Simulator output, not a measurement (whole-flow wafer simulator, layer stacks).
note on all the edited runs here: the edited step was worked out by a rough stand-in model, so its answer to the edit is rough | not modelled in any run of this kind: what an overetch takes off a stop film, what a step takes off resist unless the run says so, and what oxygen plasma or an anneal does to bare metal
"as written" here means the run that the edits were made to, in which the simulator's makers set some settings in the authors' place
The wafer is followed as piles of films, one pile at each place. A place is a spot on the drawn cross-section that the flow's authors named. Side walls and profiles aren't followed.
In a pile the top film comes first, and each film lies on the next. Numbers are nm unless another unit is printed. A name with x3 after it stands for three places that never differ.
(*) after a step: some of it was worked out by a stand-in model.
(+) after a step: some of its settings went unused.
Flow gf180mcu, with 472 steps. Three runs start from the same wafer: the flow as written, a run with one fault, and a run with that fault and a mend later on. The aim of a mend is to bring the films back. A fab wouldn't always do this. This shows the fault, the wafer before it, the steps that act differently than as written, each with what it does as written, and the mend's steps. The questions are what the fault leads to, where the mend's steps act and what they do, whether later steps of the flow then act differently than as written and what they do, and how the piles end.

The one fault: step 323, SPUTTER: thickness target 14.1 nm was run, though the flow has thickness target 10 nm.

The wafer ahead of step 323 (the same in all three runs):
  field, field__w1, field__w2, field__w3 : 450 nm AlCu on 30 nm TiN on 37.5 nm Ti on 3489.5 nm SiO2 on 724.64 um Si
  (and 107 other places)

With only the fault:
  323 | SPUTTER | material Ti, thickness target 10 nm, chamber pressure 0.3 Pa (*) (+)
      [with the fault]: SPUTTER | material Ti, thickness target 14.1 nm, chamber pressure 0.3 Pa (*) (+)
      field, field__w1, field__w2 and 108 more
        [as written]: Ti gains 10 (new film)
        [with the fault]: Ti gains 14.1 (new film)
  Steps later in the flow that act otherwise than as written (not shown: 5 more steps that differ only slightly, by at most 2% or 0.5 nm, whichever is larger):
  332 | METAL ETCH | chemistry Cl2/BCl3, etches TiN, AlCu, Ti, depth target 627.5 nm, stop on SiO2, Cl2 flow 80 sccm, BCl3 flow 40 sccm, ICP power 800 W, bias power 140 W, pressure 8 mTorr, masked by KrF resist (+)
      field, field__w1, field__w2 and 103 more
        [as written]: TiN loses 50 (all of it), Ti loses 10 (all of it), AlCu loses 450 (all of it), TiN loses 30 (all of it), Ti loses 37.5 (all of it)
        [with the fault]: TiN loses 50 (all of it), Ti loses 14.1 (all of it), AlCu loses 450 (all of it), TiN loses 30 (all of it), Ti loses 37.5 (all of it)
  At field__w8, contact, m1, m1__w1, m1_nw, the piles at the end differ from the flow's by more than 2% or 0.5 nm, whichever is larger.
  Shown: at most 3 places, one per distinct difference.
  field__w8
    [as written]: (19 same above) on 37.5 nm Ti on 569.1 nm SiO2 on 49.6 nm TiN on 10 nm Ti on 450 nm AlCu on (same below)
    [with the fault]: (19 same above) on 37.5 nm Ti on 565 nm SiO2 on 49.6 nm TiN on 14.1 nm Ti on 450 nm AlCu on (same below)
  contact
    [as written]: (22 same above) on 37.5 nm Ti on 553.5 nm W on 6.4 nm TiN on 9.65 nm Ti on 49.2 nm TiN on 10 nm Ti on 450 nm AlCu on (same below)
    [with the fault]: (22 same above) on 37.5 nm Ti on 549.4 nm W on 6.42 nm TiN on 9.68 nm Ti on 49.2 nm TiN on 14.1 nm Ti on 450 nm AlCu on (same below)

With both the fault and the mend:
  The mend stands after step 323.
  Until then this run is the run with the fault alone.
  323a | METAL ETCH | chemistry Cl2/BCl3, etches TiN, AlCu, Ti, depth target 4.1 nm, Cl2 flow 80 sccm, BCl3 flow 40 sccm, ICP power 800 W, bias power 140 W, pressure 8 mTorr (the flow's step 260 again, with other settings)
      field, field__w1, field__w2 and 108 more
        Ti loses 4.1
  Every later step of the flow that is run acts as written at every place that is followed.
  At every place that both follow, the piles at the end match the flow's.
